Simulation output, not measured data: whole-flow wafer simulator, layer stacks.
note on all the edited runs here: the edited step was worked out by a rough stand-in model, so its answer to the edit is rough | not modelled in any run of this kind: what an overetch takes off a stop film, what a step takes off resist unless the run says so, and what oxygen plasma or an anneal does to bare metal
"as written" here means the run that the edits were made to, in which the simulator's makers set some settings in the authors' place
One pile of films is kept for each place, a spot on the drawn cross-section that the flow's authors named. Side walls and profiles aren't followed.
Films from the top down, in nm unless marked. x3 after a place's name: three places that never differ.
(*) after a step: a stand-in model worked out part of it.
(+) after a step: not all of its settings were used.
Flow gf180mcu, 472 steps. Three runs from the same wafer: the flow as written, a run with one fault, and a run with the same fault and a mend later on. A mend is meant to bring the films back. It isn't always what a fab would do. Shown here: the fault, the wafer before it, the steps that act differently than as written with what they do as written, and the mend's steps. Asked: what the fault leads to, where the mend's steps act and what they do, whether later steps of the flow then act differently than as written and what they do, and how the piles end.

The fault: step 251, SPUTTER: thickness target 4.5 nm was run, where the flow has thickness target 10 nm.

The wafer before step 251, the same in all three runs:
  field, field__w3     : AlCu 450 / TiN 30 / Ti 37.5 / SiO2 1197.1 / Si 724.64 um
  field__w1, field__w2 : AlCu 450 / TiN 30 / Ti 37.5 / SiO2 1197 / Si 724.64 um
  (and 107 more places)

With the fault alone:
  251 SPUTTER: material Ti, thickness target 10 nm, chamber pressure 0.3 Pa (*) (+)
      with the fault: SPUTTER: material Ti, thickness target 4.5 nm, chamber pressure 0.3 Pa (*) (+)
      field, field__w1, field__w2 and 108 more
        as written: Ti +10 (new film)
        with the fault: Ti +4.5 (new film)
  Later steps of the flow that act differently than as written (5 more steps differ only slightly, by at most 2% or 0.5 nm, whichever is larger, and aren't shown):
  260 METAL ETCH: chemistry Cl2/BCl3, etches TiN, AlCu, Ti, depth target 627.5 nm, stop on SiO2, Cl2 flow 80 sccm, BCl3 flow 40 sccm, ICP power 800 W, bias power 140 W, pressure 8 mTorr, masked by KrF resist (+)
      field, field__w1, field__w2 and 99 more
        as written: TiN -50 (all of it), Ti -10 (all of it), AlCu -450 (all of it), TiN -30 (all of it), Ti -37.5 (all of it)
        with the fault: TiN -50 (all of it), Ti -4.5 (all of it), AlCu -450 (all of it), TiN -30 (all of it), Ti -37.5 (all of it)
  At the end the piles differ from the flow's by more than 2% or 0.5 nm, whichever is larger, at field__w8, contact, m1 and 6 more.
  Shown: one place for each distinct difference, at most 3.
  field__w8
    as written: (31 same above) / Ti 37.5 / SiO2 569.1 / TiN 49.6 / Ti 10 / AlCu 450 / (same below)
    with the fault: (31 same above) / Ti 37.5 / SiO2 574.6 / TiN 49.6 / Ti 4.5 / AlCu 450 / (same below)
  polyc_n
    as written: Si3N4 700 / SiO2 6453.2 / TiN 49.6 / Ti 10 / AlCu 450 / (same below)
    with the fault: Si3N4 700 / SiO2 6458.7 / TiN 49.6 / Ti 4.5 / AlCu 450 / (same below)
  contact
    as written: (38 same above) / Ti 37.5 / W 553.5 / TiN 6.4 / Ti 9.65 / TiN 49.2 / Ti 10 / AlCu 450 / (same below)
    with the fault: (38 same above) / Ti 37.5 / W 559.1 / TiN 6.38 / Ti 9.62 / TiN 49.2 / Ti 4.5 / AlCu 450 / (same below)

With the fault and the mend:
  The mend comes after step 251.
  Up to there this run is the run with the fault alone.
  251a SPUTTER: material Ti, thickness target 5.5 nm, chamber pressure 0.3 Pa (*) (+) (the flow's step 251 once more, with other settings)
      field, field__w1, field__w2 and 108 more
        Ti +5.5
  No later step of the flow acts differently than as written at any place that is followed.
  At the end the piles are the same as the flow's at every place that both follow.
